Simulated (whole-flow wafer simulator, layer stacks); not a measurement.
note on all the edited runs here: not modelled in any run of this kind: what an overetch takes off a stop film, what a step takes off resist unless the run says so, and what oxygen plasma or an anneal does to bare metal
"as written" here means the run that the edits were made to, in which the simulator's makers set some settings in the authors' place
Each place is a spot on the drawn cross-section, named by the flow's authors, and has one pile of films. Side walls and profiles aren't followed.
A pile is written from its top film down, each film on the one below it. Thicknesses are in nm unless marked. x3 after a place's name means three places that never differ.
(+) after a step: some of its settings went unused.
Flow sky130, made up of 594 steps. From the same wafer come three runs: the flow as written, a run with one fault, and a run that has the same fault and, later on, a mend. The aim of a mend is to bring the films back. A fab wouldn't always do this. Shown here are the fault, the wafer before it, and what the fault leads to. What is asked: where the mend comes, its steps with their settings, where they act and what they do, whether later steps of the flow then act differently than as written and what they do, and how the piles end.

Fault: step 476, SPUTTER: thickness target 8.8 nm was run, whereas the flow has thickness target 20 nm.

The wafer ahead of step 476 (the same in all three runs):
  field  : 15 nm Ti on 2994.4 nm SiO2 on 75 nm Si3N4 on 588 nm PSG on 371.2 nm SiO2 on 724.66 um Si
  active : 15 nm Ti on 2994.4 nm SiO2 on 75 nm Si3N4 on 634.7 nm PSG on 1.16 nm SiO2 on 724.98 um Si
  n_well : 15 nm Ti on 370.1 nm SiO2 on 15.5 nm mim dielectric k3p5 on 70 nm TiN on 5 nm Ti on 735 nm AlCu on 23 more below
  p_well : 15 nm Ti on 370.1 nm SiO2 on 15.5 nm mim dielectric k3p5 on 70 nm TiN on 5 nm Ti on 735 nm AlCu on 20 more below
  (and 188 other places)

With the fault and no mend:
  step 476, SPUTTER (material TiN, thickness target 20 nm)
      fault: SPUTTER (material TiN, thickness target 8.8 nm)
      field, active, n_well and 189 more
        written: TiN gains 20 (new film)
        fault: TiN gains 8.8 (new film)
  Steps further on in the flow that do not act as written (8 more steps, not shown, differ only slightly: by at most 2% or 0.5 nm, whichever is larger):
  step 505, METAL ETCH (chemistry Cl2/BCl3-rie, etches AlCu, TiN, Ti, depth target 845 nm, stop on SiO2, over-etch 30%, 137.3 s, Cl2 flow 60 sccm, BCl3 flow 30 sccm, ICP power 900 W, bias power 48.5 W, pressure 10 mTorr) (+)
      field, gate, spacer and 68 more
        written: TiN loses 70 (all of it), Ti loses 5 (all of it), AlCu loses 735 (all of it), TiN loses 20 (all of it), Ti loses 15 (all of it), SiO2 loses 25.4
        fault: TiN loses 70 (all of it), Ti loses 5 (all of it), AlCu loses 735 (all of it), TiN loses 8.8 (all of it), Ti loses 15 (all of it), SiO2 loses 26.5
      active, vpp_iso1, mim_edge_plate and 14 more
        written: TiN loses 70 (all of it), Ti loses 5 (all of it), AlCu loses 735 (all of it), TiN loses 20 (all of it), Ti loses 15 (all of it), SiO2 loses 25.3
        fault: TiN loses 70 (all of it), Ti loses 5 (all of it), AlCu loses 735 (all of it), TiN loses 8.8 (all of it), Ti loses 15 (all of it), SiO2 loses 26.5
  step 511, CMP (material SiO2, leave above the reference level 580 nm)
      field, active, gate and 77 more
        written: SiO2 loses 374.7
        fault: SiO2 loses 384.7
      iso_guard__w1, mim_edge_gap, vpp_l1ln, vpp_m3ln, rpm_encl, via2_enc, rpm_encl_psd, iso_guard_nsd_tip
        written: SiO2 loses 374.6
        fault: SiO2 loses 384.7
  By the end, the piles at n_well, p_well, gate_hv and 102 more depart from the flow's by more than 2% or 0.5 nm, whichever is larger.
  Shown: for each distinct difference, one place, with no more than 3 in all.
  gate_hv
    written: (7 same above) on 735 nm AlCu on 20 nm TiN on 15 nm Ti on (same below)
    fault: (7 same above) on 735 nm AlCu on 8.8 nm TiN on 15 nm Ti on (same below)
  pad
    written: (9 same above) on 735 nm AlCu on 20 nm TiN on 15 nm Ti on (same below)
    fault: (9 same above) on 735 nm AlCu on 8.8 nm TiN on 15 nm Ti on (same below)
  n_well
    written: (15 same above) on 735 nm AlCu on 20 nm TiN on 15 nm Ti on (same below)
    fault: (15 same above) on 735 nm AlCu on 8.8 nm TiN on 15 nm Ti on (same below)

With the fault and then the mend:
  The mend stands after step 476.
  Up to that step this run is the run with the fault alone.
  step 476a, SPUTTER (material TiN, thickness target 11.2 nm) (a further turn of the flow's step 476, with different settings)
      field, active, n_well and 189 more
        TiN gains 11.2
  Later steps of the flow that are run all act as written at every place that is followed.
  The piles end the same as the flow's at every place that both follow.
